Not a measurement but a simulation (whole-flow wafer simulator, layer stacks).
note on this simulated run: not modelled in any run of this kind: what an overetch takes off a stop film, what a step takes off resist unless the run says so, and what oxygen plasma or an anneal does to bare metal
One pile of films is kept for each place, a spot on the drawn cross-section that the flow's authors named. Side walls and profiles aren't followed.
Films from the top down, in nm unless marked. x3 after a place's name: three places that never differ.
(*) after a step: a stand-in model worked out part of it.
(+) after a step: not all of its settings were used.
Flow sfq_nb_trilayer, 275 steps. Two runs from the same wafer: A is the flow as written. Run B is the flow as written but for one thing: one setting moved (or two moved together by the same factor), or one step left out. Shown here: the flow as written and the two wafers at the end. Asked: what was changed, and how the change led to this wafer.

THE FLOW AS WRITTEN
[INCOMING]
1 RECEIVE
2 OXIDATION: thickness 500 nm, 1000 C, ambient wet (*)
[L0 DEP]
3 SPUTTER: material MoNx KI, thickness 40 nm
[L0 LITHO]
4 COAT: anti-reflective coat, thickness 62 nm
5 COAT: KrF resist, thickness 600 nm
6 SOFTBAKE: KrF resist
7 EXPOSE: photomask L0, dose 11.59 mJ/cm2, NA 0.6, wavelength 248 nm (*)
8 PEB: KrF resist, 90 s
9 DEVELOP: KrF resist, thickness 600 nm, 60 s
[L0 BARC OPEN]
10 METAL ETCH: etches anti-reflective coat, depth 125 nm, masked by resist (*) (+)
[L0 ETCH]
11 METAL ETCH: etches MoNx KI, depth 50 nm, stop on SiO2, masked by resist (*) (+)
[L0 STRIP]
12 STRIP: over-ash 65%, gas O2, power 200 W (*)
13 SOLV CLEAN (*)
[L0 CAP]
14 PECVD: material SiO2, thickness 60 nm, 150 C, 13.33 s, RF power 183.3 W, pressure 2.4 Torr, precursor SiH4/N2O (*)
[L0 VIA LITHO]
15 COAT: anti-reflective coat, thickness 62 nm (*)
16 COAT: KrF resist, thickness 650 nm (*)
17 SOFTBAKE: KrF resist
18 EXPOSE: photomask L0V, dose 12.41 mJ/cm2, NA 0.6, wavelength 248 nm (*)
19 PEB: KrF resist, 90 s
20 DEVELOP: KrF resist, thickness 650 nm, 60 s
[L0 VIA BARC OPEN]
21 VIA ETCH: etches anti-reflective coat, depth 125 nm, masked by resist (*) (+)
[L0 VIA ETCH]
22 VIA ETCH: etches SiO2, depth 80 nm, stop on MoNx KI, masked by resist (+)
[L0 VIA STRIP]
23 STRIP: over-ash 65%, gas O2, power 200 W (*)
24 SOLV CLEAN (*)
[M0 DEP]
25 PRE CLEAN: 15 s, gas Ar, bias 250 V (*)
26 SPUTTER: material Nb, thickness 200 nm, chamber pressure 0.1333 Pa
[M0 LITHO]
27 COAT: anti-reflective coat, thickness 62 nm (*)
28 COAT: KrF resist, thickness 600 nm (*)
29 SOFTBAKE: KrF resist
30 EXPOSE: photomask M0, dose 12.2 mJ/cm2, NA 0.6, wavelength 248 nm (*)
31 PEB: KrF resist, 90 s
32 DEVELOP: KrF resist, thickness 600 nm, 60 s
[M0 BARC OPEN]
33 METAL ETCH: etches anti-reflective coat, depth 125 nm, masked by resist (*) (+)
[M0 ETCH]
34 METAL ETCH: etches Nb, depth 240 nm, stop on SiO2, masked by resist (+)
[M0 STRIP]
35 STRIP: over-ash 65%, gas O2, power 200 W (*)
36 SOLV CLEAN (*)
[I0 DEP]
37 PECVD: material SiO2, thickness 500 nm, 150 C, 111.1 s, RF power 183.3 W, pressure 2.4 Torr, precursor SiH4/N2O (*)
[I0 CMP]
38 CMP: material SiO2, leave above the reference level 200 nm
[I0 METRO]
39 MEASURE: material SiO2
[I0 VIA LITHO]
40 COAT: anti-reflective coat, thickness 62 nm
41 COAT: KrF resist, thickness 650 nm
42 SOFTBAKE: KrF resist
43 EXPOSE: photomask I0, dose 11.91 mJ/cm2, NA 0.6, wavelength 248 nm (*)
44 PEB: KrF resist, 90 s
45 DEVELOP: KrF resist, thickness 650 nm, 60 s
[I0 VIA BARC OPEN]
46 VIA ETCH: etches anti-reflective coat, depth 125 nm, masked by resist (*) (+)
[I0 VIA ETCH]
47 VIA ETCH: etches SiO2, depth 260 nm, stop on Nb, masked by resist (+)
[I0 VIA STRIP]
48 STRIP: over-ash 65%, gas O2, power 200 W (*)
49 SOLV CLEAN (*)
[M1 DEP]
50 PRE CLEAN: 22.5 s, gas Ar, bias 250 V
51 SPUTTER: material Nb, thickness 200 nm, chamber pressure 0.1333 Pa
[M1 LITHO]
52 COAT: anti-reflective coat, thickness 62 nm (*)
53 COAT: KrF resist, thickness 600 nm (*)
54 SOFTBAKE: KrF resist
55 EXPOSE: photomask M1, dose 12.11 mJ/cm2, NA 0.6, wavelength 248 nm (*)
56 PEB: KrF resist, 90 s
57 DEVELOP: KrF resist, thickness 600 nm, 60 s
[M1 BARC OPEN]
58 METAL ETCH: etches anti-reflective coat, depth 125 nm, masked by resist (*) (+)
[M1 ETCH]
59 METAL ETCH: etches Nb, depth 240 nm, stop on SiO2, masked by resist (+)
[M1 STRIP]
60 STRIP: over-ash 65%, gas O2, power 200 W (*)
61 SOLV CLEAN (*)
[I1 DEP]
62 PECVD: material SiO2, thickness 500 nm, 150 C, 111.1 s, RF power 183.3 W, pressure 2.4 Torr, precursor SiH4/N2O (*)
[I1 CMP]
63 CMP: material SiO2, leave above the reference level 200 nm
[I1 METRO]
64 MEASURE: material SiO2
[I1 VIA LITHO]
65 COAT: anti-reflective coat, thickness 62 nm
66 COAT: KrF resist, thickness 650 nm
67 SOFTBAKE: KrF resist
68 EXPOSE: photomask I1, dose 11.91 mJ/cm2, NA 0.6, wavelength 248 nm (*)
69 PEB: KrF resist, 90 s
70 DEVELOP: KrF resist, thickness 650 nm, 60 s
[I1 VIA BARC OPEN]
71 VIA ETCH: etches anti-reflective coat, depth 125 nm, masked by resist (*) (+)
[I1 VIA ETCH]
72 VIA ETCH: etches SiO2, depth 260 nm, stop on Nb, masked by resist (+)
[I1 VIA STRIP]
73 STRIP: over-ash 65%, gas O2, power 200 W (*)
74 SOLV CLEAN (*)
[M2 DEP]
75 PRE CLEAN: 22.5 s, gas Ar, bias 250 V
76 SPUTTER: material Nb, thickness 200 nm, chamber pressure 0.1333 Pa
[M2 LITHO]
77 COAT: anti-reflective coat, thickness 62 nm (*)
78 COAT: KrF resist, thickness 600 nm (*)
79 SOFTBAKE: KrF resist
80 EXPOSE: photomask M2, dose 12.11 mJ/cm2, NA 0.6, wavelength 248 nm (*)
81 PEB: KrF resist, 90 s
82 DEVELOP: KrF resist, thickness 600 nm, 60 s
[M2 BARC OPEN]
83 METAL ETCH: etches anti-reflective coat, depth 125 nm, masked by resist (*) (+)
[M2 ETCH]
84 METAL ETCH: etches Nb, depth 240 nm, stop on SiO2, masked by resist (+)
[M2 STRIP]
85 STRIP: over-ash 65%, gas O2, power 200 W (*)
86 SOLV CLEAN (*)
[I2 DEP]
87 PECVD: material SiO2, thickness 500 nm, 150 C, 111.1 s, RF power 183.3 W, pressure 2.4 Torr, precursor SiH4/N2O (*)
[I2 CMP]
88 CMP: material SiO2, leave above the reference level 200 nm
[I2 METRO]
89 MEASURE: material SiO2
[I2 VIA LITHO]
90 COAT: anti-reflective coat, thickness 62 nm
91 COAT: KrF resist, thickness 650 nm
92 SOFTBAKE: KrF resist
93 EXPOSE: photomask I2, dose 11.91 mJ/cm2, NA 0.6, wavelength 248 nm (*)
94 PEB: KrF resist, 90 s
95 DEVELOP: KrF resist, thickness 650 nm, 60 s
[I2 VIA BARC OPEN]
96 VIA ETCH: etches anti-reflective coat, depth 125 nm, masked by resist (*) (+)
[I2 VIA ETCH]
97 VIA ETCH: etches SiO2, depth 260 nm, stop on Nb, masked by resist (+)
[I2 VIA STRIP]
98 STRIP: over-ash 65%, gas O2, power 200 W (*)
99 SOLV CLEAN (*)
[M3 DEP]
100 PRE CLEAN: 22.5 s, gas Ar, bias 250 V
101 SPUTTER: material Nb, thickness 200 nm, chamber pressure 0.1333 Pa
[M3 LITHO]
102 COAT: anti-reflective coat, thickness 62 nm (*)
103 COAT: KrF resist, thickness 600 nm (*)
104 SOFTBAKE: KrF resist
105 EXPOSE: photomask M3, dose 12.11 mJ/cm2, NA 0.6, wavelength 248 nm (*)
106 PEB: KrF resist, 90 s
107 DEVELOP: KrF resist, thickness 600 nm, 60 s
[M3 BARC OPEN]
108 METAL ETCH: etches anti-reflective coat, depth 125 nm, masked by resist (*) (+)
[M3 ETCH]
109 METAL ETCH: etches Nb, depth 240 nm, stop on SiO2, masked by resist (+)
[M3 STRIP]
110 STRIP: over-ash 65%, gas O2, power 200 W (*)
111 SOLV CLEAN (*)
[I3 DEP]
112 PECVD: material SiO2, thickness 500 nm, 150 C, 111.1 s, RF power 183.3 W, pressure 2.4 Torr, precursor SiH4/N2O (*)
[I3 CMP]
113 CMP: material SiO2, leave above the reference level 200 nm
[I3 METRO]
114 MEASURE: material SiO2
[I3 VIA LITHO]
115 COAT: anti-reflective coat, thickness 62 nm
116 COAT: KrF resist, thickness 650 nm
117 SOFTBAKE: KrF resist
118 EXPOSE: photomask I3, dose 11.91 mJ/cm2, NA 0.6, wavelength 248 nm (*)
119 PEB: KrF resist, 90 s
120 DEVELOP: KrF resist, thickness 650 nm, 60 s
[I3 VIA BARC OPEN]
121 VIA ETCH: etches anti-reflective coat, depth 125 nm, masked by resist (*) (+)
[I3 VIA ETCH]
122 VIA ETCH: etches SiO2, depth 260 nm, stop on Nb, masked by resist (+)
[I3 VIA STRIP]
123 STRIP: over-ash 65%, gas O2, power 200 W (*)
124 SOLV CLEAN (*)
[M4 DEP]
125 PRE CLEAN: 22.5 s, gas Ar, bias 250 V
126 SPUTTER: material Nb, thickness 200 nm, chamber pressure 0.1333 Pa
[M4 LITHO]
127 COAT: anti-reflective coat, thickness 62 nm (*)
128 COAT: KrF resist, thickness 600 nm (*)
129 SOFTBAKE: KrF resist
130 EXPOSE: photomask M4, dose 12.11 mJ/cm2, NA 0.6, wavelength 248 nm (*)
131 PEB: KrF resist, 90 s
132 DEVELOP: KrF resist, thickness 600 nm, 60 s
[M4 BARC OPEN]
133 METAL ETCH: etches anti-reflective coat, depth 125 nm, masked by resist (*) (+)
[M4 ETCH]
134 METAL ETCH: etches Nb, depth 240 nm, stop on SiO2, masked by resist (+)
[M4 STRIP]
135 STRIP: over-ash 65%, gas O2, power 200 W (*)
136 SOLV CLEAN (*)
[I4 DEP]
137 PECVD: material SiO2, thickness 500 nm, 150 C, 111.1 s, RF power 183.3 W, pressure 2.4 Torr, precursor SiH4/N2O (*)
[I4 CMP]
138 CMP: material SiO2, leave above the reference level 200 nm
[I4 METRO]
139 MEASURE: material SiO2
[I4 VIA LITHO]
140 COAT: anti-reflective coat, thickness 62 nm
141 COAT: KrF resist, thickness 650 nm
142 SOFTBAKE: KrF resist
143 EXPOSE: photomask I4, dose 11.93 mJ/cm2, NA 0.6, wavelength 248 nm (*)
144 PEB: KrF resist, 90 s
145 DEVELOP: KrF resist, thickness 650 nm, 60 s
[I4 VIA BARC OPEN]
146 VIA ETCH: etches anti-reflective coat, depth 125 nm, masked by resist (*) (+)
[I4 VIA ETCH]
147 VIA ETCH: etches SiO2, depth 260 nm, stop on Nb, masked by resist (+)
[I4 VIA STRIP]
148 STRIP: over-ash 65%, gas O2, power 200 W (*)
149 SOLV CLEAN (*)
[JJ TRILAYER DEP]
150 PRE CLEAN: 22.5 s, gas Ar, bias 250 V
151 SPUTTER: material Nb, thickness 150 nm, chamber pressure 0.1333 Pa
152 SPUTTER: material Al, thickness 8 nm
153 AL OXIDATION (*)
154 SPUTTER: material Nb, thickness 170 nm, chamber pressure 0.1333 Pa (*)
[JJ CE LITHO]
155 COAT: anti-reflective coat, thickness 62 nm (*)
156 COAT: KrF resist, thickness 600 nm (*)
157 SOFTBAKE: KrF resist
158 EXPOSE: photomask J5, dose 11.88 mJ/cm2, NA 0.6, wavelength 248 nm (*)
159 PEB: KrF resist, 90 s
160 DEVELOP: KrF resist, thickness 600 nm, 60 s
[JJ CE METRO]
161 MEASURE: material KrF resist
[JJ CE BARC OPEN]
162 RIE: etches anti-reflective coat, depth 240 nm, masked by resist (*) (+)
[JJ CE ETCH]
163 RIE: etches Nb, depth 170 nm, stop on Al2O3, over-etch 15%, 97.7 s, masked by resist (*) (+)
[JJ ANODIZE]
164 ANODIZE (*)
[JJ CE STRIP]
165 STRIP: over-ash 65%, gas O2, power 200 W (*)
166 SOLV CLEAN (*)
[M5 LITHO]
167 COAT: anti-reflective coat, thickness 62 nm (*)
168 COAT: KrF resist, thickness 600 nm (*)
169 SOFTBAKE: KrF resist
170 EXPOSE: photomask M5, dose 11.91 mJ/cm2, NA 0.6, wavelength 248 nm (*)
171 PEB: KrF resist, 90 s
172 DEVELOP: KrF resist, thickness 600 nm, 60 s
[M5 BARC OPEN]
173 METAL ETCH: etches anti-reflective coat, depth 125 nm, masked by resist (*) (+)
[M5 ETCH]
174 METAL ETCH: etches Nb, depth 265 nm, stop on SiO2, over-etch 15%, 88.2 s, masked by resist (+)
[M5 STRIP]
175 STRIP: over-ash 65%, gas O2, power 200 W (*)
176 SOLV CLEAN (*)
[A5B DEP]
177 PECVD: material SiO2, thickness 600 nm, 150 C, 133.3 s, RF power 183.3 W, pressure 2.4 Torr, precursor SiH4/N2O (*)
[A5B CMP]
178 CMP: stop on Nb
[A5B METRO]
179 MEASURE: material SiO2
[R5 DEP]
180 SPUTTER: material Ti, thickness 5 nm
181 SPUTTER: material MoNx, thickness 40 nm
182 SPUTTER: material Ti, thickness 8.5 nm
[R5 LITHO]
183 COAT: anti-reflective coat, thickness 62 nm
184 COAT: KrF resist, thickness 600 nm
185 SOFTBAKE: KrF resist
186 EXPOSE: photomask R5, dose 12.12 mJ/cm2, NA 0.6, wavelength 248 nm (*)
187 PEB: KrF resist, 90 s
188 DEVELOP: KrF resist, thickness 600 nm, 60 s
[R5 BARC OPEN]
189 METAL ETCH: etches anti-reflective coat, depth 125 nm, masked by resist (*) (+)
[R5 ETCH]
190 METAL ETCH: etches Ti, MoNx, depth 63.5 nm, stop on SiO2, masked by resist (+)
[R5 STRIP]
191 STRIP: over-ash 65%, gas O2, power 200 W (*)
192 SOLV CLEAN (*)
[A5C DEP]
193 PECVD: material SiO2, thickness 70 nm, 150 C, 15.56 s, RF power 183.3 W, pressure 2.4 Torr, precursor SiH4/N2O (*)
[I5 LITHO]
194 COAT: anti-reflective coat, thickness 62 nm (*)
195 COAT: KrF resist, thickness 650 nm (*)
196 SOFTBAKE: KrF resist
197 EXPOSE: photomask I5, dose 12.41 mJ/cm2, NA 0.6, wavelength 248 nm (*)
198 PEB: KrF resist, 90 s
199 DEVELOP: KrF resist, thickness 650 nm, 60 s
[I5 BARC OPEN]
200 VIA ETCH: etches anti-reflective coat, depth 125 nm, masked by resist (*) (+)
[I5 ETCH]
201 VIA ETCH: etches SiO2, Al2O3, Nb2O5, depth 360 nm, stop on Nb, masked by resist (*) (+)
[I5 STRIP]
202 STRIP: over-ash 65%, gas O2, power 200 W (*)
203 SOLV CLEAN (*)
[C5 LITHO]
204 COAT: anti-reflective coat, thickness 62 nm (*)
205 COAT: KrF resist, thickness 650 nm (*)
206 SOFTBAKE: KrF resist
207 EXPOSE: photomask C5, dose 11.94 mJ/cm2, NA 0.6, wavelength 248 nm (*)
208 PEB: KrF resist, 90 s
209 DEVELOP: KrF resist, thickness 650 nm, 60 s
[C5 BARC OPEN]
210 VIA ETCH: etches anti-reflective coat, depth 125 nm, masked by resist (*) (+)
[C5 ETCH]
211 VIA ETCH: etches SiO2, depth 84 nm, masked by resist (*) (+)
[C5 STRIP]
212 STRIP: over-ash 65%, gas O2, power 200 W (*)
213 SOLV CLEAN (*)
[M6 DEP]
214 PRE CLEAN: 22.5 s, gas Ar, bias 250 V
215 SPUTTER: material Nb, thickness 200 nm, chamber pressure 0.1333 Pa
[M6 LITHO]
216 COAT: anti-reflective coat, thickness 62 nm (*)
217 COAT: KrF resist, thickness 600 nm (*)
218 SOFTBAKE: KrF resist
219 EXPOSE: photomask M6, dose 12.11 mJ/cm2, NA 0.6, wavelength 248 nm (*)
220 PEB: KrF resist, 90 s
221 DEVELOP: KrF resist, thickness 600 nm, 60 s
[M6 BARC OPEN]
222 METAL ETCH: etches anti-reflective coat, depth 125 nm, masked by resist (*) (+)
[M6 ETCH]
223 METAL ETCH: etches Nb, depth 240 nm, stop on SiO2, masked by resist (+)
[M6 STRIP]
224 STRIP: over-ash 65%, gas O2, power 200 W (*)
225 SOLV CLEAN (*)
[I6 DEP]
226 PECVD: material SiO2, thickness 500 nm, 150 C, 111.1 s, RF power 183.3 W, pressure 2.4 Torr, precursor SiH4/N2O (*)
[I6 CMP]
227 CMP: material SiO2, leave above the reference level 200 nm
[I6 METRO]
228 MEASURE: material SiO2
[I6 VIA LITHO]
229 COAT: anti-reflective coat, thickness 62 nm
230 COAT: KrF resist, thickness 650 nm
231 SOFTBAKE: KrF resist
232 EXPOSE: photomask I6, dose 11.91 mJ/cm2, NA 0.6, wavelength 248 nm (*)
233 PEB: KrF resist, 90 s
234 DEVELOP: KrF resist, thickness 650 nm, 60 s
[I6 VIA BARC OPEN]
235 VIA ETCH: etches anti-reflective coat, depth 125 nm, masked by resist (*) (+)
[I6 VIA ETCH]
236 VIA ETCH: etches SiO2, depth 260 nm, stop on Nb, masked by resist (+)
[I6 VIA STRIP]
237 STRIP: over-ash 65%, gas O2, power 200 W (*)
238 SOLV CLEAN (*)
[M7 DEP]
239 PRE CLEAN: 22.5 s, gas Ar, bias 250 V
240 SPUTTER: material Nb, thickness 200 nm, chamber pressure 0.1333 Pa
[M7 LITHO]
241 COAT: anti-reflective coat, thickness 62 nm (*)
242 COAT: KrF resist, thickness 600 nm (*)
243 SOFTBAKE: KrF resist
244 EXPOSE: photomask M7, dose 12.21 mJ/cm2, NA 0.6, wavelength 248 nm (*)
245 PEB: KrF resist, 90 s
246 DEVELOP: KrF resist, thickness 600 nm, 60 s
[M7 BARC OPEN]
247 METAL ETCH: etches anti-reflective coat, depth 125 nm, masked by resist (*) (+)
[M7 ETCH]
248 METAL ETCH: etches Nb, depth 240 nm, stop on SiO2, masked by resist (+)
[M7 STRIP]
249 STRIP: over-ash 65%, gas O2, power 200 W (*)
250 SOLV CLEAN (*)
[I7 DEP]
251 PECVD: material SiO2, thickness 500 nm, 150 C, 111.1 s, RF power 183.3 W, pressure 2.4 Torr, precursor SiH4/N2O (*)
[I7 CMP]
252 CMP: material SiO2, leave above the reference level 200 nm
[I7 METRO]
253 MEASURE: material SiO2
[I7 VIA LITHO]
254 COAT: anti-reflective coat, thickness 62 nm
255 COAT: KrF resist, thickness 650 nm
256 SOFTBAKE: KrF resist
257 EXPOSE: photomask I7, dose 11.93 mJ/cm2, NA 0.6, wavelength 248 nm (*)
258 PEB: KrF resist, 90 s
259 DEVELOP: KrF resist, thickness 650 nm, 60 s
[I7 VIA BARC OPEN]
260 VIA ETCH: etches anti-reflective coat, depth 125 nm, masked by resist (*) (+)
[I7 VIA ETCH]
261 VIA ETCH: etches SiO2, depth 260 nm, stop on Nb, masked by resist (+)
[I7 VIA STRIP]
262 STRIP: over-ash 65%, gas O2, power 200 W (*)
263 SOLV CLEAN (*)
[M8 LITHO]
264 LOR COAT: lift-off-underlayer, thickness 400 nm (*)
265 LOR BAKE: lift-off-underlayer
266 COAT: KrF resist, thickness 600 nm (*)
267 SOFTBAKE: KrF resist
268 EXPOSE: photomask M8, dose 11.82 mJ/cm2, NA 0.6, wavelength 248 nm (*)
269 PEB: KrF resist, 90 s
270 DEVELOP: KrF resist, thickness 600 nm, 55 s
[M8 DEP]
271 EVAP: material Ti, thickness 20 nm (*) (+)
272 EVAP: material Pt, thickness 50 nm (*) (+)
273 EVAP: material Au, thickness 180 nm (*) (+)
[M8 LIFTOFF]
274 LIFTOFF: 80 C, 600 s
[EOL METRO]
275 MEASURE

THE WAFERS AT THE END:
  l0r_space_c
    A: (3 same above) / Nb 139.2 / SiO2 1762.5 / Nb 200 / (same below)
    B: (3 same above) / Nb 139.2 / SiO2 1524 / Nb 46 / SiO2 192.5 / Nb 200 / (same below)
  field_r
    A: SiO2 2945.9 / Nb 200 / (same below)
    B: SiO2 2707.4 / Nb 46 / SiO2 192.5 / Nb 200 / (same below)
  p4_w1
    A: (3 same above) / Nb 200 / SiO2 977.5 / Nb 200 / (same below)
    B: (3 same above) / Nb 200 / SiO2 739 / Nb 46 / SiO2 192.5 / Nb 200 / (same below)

The cause: step 59, METAL ETCH: depth 154 nm was run, where the flow has depth 240 nm.

How the change led to this, step by step:
  59 METAL ETCH: etches Nb, depth 240 nm, stop on SiO2, masked by resist (+)
      field_l, be, be_sur and 79 more: A Nb -200 (all of it) | B Nb -154
      v_sur, via_wl, via_w and 21 more: A KrF resist -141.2 | B KrF resist -90.6
  60 STRIP: over-ash 65%, gas O2, power 200 W (*)
      wl_j_sl, wl_jj, wl_j_sr and 13 more: A KrF resist -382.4 (all of it), anti-reflective coat -62 (all of it) | B KrF resist -433 (all of it), anti-reflective coat -62 (all of it)
      v_sur: A KrF resist -365.9 (all of it), anti-reflective coat -61.1 (all of it) | B KrF resist -416.5 (all of it), anti-reflective coat -61.1 (all of it)
      (and at 7 more places)
  62 PECVD: material SiO2, thickness 500 nm, 150 C, 111.1 s, RF power 183.3 W, pressure 2.4 Torr, precursor SiH4/N2O (*)
      field_l, be, be_sur and 72 more: A SiO2 +500 | B SiO2 +500 (new film)
      lsp_m, ln_m6, lsp_r, l0_sur, l0v: A SiO2 +494.9 | B SiO2 +500 (new film)
      (and at 2 more places)
  63 CMP: material SiO2, leave above the reference level 200 nm
      field_l, be, be_sur and 72 more: A SiO2 -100 | B SiO2 -146
      lsp_m, ln_m6, lsp_r, l0_sur, l0v: A SiO2 -94.9 | B SiO2 -146
Counting metal films that touch as one body, l0r_space_c has 3 bodies (between them, from the top down: SiO2 1524; SiO2 192.5); the flow as written gives 2 bodies (between them, from the top down: SiO2 1762.5).
Counting metal films that touch as one body, field_r has 2 bodies (between them, from the top down: SiO2 192.5); the flow as written gives 1 body.
Counting metal films that touch as one body, p4_w1 has 4 bodies (between them, from the top down: SiO2 192.5; SiO2 739; SiO2 192.5); the flow as written gives 3 bodies (between them, from the top down: SiO2 192.5; SiO2 977.5).
